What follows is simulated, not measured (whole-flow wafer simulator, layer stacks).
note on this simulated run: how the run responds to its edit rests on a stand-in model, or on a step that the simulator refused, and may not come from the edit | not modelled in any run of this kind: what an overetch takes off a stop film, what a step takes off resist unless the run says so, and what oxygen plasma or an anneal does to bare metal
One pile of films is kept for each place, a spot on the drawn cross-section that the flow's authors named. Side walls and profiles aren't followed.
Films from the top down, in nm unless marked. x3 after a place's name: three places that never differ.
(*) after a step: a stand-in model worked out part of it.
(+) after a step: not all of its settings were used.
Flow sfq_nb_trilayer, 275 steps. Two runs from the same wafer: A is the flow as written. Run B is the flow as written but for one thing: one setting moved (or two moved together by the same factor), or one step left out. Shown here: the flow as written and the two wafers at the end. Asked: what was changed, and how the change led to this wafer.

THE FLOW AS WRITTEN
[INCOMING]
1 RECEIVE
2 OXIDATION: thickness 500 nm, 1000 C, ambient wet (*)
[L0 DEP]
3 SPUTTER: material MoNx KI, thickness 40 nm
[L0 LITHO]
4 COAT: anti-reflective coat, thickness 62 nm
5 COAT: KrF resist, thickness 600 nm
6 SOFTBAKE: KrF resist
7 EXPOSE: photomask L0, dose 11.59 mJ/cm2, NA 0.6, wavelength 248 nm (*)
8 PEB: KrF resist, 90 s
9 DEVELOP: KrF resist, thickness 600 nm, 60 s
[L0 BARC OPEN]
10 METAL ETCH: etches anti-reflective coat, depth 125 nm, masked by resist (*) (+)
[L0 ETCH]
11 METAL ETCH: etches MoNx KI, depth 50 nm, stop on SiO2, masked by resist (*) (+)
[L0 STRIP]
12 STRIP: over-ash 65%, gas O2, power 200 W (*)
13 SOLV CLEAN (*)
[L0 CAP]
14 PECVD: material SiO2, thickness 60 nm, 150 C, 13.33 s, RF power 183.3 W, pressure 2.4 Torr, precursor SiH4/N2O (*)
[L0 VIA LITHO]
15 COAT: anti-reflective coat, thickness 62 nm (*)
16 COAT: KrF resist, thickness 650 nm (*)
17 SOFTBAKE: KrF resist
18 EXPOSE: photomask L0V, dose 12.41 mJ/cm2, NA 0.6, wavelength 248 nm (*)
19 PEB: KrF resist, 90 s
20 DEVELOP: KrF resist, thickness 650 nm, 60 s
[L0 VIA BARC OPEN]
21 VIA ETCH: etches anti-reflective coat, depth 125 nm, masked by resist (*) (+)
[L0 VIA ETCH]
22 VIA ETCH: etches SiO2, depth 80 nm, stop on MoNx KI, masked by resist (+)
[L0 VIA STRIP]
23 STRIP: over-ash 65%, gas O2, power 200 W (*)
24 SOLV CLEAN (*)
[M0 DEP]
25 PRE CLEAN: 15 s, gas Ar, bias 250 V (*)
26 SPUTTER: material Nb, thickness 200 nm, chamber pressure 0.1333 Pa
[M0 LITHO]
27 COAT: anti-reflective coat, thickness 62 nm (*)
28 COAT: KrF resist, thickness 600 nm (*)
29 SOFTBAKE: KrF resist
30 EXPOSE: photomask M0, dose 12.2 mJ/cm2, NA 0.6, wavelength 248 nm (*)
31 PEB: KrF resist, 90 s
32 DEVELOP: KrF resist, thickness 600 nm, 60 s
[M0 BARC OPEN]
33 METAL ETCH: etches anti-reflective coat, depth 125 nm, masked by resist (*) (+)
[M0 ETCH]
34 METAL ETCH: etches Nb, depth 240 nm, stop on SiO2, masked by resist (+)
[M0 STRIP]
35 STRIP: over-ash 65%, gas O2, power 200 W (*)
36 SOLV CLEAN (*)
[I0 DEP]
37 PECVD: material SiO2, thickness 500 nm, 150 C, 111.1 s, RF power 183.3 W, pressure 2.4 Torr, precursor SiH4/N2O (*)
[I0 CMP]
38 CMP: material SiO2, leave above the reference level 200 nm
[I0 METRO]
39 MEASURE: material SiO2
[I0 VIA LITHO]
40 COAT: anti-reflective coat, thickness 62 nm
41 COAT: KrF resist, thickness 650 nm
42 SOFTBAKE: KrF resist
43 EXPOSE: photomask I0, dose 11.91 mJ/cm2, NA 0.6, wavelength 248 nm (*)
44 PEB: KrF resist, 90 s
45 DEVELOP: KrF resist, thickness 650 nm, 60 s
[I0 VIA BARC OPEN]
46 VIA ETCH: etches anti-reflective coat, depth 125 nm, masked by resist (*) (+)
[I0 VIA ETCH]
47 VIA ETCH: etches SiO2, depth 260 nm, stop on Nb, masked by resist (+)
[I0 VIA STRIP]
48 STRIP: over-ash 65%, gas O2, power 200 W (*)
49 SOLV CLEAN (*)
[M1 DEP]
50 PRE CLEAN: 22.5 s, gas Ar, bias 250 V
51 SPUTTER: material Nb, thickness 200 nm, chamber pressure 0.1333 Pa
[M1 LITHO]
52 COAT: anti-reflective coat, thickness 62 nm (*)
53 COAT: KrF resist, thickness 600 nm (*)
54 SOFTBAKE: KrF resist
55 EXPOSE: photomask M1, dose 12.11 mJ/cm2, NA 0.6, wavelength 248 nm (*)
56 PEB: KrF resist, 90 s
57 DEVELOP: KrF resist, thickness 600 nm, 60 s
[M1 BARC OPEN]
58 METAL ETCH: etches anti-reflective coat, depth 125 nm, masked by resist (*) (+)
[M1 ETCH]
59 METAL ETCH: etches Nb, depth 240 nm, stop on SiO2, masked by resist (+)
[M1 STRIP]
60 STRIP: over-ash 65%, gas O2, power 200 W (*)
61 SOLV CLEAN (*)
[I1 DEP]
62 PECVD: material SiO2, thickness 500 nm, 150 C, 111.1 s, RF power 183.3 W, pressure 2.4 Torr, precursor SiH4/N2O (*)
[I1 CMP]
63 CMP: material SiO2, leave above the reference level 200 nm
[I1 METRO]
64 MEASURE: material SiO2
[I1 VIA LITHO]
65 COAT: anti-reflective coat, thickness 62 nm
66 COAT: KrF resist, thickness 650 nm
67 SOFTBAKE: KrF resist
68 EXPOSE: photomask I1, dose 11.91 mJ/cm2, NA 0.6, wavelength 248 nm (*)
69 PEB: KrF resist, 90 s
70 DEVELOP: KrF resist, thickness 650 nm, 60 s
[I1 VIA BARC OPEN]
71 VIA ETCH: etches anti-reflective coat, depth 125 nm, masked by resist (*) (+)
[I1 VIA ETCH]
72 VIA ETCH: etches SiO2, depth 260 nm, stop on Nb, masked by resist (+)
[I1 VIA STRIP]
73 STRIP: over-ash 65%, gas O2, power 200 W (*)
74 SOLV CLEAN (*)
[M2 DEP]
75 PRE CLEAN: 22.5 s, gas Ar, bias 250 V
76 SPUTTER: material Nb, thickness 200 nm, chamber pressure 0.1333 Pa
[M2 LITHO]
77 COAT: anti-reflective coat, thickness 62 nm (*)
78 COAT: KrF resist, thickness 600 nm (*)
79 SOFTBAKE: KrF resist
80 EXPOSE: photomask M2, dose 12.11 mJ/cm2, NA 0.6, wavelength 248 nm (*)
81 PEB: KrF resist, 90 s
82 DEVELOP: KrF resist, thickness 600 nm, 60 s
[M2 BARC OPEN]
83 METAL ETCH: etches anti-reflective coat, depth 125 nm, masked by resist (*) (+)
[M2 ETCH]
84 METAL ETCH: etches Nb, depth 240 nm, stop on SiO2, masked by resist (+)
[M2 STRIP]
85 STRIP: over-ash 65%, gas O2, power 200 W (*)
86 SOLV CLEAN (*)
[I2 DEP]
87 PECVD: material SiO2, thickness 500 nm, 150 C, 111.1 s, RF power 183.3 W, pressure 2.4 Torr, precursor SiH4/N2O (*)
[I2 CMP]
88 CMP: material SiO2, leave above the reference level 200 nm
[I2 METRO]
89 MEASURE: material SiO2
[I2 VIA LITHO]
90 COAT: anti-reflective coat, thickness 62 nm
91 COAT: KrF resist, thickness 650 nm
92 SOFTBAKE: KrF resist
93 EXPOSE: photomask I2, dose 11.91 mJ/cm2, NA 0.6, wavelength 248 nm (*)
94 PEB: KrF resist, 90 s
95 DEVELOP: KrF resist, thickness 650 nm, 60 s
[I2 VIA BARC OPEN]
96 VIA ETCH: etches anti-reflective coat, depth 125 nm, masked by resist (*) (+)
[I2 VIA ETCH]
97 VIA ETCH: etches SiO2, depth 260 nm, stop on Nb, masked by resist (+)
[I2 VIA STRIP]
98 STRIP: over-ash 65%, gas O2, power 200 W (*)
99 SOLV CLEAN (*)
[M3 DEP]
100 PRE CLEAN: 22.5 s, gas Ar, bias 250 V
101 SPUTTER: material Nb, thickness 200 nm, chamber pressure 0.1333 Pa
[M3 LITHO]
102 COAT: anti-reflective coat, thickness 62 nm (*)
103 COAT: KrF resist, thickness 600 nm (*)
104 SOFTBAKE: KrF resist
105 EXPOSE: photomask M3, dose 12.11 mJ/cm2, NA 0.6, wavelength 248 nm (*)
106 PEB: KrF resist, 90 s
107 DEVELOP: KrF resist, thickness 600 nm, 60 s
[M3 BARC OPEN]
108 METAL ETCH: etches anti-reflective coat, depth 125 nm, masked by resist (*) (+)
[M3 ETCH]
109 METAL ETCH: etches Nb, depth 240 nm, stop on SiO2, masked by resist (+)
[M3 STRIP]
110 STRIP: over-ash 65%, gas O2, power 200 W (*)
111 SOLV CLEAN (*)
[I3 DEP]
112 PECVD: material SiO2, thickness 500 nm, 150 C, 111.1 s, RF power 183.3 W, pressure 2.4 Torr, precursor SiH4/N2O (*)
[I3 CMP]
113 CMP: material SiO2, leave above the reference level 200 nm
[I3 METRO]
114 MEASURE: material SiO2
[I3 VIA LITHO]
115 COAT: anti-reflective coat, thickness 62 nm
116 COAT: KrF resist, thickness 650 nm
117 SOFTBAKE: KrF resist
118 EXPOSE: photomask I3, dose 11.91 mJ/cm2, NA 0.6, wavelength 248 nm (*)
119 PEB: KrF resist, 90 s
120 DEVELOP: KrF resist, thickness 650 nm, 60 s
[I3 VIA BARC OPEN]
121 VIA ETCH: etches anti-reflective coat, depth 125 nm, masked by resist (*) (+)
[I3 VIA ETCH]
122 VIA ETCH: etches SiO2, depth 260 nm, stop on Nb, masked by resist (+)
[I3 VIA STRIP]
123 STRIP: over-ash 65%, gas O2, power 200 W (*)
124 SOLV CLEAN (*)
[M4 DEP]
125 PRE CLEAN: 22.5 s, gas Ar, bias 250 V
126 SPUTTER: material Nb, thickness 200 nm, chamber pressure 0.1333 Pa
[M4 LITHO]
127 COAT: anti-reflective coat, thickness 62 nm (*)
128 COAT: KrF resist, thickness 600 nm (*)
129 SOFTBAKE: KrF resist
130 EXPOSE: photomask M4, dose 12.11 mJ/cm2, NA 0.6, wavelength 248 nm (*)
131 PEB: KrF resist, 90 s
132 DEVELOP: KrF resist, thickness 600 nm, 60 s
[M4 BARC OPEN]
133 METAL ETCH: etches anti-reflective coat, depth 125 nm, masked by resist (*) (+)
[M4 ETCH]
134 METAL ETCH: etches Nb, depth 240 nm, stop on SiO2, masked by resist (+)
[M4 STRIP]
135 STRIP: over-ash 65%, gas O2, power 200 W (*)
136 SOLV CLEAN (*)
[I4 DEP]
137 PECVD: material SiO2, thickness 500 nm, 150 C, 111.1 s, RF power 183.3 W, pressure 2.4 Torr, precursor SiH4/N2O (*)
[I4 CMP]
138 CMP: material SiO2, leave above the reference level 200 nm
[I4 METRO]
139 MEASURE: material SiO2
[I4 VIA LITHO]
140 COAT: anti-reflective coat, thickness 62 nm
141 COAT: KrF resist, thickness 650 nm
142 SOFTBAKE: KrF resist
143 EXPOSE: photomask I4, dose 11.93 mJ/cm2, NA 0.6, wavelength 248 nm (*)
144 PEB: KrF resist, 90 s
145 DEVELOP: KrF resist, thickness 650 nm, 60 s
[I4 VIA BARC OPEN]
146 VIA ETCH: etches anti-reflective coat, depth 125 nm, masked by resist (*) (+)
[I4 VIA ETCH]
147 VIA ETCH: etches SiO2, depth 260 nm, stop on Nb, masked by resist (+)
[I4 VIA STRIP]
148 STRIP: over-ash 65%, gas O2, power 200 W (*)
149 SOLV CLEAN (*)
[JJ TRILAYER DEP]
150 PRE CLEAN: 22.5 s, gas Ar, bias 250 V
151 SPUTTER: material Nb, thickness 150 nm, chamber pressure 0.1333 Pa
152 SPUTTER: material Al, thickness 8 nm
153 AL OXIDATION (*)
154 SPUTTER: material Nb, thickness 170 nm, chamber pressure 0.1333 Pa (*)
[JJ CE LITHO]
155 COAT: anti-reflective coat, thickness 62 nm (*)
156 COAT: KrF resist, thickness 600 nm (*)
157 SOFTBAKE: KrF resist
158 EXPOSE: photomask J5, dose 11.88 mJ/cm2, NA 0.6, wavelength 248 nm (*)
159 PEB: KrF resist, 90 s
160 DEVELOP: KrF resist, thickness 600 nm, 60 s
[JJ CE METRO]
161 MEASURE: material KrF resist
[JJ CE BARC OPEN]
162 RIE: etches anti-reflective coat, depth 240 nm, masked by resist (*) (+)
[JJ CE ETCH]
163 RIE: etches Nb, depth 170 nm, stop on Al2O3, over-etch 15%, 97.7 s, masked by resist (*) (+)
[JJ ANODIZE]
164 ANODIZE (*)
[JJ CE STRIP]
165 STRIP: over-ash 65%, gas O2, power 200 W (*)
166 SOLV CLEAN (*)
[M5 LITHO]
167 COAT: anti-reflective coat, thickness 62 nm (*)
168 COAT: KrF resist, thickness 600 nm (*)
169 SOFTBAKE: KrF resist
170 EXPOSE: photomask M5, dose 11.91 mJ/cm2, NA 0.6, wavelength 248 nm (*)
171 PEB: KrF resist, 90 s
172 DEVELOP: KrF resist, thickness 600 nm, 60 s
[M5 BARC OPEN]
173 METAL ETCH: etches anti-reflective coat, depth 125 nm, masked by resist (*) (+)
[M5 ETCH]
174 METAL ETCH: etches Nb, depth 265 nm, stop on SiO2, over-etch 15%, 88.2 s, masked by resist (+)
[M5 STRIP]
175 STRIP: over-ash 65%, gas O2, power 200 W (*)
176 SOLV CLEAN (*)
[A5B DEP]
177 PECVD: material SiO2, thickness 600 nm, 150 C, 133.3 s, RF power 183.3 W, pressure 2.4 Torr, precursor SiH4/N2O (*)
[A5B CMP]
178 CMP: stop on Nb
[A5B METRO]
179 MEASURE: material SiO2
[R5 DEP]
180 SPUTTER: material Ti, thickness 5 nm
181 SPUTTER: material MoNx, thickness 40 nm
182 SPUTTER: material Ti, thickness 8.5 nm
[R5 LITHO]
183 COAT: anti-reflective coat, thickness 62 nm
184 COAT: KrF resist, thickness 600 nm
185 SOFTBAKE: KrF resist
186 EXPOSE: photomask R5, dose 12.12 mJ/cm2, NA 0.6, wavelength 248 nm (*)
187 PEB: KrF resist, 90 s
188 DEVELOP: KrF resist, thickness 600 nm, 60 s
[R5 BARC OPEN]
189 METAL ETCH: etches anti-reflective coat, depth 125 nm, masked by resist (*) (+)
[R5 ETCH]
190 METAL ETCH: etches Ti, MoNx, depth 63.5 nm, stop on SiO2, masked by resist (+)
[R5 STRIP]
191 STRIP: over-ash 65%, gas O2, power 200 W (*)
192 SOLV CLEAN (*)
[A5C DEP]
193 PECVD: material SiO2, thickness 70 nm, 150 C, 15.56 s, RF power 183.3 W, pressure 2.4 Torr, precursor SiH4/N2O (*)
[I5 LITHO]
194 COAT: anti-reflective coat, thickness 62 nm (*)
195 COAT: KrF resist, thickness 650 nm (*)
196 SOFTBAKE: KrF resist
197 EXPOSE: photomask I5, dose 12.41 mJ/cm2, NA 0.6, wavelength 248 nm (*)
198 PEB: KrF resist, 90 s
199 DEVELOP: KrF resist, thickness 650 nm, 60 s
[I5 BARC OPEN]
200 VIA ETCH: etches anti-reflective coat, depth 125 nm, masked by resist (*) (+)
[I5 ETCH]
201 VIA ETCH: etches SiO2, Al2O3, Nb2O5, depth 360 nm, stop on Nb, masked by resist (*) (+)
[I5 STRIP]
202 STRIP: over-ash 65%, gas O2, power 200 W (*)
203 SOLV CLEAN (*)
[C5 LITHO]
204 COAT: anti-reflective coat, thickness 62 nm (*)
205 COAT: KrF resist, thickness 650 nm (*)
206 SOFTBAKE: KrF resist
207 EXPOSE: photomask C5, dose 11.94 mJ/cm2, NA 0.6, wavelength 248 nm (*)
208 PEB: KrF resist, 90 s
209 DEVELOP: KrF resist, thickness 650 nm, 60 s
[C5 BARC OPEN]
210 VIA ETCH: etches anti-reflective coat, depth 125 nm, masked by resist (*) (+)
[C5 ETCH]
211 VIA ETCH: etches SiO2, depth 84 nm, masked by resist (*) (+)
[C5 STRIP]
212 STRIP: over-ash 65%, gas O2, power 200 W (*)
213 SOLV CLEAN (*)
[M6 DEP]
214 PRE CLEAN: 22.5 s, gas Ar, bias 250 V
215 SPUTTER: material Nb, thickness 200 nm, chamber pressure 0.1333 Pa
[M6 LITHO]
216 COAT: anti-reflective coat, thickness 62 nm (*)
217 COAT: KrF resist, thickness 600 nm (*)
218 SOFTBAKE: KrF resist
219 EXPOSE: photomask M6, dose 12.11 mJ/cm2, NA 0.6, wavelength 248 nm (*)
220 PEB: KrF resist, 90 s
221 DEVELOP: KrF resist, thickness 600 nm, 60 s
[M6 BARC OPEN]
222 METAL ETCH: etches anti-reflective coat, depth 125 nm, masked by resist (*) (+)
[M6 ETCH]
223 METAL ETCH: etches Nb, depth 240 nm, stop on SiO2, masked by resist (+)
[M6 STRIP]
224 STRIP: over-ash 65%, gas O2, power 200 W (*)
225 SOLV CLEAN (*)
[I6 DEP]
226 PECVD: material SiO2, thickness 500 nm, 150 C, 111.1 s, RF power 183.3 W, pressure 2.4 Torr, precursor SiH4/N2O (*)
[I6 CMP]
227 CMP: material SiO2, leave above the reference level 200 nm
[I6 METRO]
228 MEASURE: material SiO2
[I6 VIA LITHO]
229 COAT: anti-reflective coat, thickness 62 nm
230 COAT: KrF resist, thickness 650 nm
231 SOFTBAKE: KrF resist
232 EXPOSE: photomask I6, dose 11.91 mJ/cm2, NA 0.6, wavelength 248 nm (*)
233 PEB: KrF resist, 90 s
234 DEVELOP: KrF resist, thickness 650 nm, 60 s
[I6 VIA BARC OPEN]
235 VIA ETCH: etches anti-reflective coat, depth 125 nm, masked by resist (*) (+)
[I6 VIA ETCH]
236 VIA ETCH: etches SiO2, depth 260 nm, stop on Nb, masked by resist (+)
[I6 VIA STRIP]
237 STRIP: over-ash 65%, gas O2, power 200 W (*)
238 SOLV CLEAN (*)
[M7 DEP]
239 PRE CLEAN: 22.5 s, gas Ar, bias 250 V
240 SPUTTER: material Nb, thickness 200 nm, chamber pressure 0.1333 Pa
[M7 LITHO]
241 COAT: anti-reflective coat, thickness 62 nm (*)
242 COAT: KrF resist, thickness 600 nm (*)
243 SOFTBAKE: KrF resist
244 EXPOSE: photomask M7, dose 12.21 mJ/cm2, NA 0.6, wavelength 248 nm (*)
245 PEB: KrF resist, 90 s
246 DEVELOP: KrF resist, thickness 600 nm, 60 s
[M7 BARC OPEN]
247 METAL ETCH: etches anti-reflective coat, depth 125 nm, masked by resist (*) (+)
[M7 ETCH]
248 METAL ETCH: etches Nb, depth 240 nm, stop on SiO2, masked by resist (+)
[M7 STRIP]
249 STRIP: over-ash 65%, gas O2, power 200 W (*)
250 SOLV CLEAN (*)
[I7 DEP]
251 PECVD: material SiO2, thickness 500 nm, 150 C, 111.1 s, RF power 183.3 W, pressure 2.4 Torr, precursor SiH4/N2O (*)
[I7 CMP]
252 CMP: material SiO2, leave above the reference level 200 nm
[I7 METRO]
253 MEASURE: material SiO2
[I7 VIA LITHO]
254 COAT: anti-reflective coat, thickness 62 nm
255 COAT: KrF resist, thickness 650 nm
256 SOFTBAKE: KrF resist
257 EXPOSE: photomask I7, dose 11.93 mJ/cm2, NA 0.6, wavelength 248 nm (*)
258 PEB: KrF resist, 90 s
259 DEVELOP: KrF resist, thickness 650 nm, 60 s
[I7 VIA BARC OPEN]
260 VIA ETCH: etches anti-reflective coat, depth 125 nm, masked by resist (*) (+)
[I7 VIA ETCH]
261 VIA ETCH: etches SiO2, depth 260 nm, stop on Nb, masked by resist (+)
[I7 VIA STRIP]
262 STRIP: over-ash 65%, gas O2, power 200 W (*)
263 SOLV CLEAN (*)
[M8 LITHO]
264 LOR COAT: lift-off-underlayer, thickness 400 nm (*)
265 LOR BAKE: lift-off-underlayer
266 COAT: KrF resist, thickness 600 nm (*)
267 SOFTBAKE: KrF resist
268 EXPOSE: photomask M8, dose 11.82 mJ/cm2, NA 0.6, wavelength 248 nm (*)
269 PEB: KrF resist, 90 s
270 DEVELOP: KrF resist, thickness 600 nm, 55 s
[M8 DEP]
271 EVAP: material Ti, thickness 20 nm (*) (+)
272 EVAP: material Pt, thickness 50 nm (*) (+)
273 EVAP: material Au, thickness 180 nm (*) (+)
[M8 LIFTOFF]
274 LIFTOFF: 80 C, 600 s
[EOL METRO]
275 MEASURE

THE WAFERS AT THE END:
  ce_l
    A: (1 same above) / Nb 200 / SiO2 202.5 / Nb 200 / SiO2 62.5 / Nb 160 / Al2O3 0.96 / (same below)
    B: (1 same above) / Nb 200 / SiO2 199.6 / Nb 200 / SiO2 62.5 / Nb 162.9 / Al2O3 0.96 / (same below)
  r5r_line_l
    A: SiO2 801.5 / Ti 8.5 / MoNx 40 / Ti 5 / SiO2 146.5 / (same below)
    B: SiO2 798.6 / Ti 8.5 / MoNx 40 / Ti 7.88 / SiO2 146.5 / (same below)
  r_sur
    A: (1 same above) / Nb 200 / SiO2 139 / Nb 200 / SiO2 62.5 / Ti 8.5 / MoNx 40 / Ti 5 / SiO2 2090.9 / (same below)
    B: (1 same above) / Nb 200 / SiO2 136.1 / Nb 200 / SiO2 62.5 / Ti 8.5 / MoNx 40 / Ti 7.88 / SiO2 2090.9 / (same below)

The cause: step 180, SPUTTER: thickness 7.88 nm was run, where the flow has thickness 5 nm.
It can be read off the wafer: r5r_line_l has Ti 7.88, and step 180 as written asks for 5 nm.

How the change led to this, step by step:
  180 SPUTTER: material Ti, thickness 5 nm
      field_l, v_sur, via_wl and 103 more: A Ti +5 (new film) | B Ti +7.88 (new film)
  190 METAL ETCH: etches Ti, MoNx, depth 63.5 nm, stop on SiO2, masked by resist (+)
      field_l, v_sur, via_wl and 92 more: A Ti -8.5 (all of it), MoNx -40 (all of it), Ti -5 (all of it) | B Ti -8.5 (all of it), MoNx -40 (all of it), Ti -7.88 (all of it)
      ce_l, c5j, ce_r, wl_jj: A Ti -8.5 (all of it), MoNx -40 (all of it), Ti -5 (all of it), Nb -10 | B Ti -8.5 (all of it), MoNx -40 (all of it), Ti -7.88 (all of it), Nb -7.12
  204 COAT: anti-reflective coat, thickness 62 nm (*)
      ce_r: A anti-reflective coat +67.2 (new film) | B anti-reflective coat +65.8 (new film)
  212 STRIP: over-ash 65%, gas O2, power 200 W (*)
      ce_r: A KrF resist -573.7 (all of it), anti-reflective coat -67.2 (all of it) | B KrF resist -573.6 (all of it), anti-reflective coat -65.8 (all of it)
  216 COAT: anti-reflective coat, thickness 62 nm (*)
      sp_r: A anti-reflective coat +65.9 (new film) | B anti-reflective coat +67.4 (new film)
  224 STRIP: over-ash 65%, gas O2, power 200 W (*)
      sp_r: A KrF resist -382 (all of it), anti-reflective coat -65.9 (all of it) | B KrF resist -381.9 (all of it), anti-reflective coat -67.4 (all of it)
